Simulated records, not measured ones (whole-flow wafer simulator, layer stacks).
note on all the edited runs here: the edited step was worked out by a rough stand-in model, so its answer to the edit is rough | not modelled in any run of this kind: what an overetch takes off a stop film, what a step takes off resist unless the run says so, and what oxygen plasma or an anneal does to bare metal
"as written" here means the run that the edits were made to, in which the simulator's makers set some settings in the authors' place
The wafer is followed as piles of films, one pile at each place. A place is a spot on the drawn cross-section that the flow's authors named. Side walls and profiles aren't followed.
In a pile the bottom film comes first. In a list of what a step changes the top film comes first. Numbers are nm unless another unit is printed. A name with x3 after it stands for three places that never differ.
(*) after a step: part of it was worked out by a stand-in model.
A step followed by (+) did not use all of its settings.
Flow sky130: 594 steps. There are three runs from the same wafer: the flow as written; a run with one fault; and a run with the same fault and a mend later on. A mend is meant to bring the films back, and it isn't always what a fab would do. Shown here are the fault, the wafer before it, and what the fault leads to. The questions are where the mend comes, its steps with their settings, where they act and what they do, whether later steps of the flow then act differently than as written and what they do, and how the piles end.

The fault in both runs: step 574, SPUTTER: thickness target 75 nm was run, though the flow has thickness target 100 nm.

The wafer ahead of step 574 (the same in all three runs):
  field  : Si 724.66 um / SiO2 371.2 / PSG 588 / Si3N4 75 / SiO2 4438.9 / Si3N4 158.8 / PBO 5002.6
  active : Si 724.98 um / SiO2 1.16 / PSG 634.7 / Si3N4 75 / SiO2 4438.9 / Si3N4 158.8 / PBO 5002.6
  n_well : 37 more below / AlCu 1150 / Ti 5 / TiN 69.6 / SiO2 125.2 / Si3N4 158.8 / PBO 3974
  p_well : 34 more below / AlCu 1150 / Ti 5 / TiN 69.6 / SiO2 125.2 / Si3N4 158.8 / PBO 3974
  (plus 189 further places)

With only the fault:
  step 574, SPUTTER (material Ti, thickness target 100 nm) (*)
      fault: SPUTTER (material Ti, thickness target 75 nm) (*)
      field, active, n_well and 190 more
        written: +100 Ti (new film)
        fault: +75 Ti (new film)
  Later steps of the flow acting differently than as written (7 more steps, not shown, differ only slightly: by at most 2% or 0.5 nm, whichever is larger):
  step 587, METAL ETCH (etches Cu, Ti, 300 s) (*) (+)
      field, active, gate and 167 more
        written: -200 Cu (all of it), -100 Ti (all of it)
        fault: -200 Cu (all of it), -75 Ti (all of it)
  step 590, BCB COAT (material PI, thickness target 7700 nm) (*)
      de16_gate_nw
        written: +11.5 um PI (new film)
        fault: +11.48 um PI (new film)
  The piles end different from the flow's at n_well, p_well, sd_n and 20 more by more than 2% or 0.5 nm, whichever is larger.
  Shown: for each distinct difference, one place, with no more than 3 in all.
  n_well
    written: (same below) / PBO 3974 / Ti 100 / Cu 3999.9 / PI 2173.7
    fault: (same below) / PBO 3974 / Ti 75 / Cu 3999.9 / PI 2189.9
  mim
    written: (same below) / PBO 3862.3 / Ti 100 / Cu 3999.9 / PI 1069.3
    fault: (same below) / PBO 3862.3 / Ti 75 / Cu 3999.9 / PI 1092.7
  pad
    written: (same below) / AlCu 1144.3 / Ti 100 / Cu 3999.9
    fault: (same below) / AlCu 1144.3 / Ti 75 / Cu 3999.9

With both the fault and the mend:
  The mend follows step 574.
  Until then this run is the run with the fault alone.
  step 574a, SPUTTER (material Ti, thickness target 25 nm) (*) (the flow's step 574, run once more with other settings)
      field, active, n_well and 190 more
        +25 Ti
  Every later step of the flow that is run acts as written at every place that is followed.
  By the end, the piles equal the flow's at every place that both follow.
